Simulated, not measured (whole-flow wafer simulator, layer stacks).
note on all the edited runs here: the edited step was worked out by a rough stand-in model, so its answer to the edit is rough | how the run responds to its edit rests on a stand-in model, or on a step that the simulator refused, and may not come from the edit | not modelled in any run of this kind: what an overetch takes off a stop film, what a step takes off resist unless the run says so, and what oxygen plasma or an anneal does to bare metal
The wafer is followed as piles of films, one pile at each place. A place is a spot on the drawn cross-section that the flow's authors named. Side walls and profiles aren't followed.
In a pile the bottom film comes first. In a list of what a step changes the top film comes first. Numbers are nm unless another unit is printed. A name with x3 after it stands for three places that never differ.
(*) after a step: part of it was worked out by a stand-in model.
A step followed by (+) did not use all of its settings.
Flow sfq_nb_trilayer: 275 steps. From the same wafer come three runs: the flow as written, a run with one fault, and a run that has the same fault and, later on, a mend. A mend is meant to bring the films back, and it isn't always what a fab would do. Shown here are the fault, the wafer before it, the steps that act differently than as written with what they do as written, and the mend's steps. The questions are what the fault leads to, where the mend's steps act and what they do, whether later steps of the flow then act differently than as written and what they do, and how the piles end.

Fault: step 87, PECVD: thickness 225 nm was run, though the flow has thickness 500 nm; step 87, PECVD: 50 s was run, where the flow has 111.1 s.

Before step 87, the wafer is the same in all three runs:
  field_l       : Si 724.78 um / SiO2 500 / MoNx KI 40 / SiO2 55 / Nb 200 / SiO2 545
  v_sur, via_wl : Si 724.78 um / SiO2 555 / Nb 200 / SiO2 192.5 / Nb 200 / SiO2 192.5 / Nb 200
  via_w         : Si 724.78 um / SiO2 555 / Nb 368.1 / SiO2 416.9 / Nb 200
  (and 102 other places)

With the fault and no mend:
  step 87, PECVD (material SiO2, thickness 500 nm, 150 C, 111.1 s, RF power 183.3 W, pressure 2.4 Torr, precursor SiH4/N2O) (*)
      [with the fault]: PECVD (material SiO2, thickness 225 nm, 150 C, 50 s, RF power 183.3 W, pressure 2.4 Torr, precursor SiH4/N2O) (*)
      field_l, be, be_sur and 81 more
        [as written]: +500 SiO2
        [with the fault]: +225 SiO2
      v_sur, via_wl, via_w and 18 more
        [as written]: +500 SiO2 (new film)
        [with the fault]: +225 SiO2 (new film)
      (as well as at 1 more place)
  Later steps of the flow acting differently than as written (not shown: 12 more steps that differ only slightly, by at most 2% or 0.5 nm, whichever is larger):
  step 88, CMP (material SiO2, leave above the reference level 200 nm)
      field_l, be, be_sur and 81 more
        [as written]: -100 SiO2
        [with the fault]: nothing
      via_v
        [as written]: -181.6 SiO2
        [with the fault]: nothing
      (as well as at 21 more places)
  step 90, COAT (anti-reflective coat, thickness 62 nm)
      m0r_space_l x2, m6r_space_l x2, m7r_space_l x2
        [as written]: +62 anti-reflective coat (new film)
        [with the fault]: +81.3 anti-reflective coat (new film)
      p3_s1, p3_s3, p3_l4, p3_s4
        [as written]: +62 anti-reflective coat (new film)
        [with the fault]: +63.9 anti-reflective coat (new film)
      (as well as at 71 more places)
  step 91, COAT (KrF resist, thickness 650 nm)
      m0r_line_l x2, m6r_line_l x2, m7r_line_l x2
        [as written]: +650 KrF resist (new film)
        [with the fault]: +684 KrF resist (new film)
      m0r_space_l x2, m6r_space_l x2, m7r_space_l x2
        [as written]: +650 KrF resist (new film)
        [with the fault]: +673 KrF resist (new film)
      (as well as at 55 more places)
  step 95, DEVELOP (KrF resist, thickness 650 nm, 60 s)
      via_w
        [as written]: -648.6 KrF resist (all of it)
        [with the fault]: -587 KrF resist (all of it)
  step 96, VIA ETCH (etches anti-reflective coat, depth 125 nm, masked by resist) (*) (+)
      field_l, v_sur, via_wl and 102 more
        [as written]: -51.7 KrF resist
        [with the fault]: -40 KrF resist
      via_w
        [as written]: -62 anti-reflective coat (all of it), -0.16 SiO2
        [with the fault]: -48 anti-reflective coat (all of it), -0.12 SiO2
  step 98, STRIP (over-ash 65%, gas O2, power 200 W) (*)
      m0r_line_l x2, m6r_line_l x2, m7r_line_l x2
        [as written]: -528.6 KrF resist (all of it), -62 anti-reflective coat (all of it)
        [with the fault]: -574.2 KrF resist (all of it), -61.7 anti-reflective coat (all of it)
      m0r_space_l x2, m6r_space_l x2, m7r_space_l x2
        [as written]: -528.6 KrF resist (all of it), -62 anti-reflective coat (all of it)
        [with the fault]: -563.3 KrF resist (all of it), -81.3 anti-reflective coat (all of it)
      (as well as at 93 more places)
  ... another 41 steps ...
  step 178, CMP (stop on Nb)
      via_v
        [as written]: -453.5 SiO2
        [with the fault]: -340.8 SiO2
  By the end, the piles at via_v, ln_m5, lsp_m and 13 more depart from the flow's by more than 2% or 0.5 nm, whichever is larger.
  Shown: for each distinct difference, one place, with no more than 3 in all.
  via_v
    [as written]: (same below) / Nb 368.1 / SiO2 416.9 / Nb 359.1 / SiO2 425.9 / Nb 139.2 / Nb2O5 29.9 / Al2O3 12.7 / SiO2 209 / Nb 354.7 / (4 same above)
    [with the fault]: (same below) / Nb 368.1 / SiO2 188.2 / Nb 159.2 / SiO2 201.9 / Nb 84.3 / SiO2 342.1 / Nb 103 / Nb2O5 36.4 / Al2O3 9.06 / SiO2 468.7 / Nb 354.7 / (4 same above)
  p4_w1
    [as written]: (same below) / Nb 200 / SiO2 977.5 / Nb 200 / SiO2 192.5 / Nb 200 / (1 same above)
    [with the fault]: (same below) / Nb 200 / SiO2 802.5 / Nb 200 / SiO2 367.5 / Nb 200 / (1 same above)
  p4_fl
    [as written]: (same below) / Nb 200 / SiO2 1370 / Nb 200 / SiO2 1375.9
    [with the fault]: (same below) / Nb 200 / SiO2 1295 / Nb 200 / SiO2 1450.9

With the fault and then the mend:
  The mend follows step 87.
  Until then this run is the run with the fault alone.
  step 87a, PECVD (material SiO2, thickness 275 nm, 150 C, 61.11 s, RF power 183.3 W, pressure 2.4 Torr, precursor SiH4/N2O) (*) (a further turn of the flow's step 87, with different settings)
      field_l, v_sur, via_wl and 102 more
        +275 SiO2
      via_v
        +266.8 SiO2
  Later steps of the flow acting differently than as written:
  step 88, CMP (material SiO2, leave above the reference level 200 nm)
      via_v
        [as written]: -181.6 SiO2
        [with the mend]: -38 SiO2
  The piles end the same as the flow's at every place that both follow.
